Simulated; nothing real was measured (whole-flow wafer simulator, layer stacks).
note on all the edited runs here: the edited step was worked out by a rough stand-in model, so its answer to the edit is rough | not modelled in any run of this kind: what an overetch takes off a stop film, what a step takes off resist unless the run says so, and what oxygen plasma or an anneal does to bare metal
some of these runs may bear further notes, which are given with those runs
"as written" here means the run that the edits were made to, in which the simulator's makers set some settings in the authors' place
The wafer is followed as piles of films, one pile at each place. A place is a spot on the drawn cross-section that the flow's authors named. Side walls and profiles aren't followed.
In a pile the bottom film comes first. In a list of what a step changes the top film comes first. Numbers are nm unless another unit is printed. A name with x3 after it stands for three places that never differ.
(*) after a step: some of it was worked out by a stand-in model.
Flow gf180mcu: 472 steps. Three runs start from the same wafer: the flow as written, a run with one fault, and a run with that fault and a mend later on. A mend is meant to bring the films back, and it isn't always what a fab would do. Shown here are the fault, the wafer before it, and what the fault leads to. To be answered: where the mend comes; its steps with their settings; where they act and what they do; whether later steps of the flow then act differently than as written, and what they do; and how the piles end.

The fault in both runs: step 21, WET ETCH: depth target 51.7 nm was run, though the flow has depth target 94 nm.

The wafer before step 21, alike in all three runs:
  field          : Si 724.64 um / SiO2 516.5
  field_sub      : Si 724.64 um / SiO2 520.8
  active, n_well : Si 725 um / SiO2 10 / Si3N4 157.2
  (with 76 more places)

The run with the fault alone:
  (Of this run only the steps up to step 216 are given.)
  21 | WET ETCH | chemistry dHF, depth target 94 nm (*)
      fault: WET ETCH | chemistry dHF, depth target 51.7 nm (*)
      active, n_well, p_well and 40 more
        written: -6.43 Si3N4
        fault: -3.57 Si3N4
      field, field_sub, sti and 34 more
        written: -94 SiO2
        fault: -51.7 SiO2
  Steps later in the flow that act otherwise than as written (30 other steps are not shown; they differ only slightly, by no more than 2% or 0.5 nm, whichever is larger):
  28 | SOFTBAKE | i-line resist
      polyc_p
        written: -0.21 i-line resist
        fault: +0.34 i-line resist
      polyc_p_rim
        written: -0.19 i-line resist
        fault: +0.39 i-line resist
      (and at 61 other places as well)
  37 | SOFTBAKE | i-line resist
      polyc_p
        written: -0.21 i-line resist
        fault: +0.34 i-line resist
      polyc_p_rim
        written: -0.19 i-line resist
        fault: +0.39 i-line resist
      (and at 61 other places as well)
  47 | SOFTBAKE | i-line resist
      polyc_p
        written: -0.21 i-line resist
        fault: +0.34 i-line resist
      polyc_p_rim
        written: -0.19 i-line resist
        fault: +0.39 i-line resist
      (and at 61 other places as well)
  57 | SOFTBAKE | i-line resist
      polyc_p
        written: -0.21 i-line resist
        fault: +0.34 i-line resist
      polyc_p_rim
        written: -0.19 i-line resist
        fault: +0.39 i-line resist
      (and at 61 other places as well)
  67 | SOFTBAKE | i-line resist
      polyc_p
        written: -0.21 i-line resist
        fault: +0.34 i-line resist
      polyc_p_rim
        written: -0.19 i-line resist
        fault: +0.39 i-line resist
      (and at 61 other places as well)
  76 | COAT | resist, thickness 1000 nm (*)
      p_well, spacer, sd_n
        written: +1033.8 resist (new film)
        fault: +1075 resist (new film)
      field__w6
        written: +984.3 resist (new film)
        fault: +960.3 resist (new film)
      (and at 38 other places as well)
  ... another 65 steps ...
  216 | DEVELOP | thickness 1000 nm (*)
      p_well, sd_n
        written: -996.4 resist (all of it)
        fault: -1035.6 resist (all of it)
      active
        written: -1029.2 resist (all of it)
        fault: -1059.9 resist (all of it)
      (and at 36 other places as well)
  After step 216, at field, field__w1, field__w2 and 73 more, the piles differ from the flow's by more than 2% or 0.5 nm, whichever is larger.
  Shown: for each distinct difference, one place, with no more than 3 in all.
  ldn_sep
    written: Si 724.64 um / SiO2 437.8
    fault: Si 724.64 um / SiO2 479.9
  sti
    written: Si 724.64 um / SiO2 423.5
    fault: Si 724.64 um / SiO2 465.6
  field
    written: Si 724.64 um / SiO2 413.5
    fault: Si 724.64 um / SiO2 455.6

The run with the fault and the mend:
  The mend follows step 21.
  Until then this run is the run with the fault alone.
  21a | WET ETCH | chemistry dHF, depth target 42.3 nm (a further turn of the flow's step 21, with different settings)
      field, field_sub, sti and 34 more
        -42.3 SiO2
  Every later step of the flow that is run acts as written, at every place that is followed, to within 2% or 0.5 nm, whichever is larger.
  By the end, the piles equal the flow's at every place that both follow.
